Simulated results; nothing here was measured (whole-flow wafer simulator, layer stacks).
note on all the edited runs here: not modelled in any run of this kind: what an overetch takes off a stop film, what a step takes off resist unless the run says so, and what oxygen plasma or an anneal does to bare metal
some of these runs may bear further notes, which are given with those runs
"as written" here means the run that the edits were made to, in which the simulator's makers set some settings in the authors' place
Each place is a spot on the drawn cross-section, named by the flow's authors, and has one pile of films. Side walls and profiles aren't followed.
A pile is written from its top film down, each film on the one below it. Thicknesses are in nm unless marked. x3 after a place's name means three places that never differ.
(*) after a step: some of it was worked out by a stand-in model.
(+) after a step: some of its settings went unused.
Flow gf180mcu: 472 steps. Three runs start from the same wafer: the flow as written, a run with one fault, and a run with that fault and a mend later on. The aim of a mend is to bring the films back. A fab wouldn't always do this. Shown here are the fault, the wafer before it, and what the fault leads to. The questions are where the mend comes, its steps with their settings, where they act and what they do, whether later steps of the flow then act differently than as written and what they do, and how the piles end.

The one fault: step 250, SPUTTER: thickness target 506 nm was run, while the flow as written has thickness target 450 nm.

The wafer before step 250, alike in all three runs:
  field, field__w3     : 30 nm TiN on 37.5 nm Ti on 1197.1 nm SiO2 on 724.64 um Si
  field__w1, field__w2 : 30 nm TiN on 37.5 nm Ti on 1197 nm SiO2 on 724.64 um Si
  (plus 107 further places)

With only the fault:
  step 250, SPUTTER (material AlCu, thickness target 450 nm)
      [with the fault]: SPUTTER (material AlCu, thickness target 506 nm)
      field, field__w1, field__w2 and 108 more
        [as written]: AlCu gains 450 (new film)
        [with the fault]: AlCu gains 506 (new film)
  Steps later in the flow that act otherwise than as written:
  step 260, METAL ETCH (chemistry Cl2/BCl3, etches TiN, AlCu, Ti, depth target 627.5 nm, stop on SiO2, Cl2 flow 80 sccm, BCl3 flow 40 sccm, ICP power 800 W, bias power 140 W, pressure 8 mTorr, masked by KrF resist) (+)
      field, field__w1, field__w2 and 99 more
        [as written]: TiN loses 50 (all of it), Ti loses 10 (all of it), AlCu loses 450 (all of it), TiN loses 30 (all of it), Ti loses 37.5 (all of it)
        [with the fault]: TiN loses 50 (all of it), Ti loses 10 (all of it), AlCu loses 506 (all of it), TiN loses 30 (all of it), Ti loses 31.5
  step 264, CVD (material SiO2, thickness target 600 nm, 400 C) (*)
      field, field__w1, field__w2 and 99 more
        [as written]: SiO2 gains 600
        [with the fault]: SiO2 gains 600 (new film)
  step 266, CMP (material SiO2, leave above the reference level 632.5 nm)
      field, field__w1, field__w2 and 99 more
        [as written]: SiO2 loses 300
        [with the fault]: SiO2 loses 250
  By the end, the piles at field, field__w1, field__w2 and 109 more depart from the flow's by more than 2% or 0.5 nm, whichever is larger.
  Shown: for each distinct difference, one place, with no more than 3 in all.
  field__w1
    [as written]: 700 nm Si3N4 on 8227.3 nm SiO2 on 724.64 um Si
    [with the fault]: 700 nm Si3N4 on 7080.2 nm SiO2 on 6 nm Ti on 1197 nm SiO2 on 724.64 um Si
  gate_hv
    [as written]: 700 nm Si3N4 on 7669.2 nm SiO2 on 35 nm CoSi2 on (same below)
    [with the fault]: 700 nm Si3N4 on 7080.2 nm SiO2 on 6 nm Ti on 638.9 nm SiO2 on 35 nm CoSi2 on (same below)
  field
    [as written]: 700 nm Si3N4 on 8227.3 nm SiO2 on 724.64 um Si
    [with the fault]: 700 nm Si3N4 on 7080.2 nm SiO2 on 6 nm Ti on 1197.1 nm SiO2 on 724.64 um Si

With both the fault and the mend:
  The mend stands after step 250.
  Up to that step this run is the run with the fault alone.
  step 250a, METAL ETCH (chemistry Cl2/BCl3, etches TiN, AlCu, Ti, depth target 56 nm, Cl2 flow 80 sccm, BCl3 flow 40 sccm, ICP power 800 W, bias power 140 W, pressure 8 mTorr)
      field, field__w1, field__w2 and 108 more
        AlCu loses 56
  None of the later steps of the flow acts differently than as written at any place that is followed.
  By the end, the piles equal the flow's at every place that both follow.
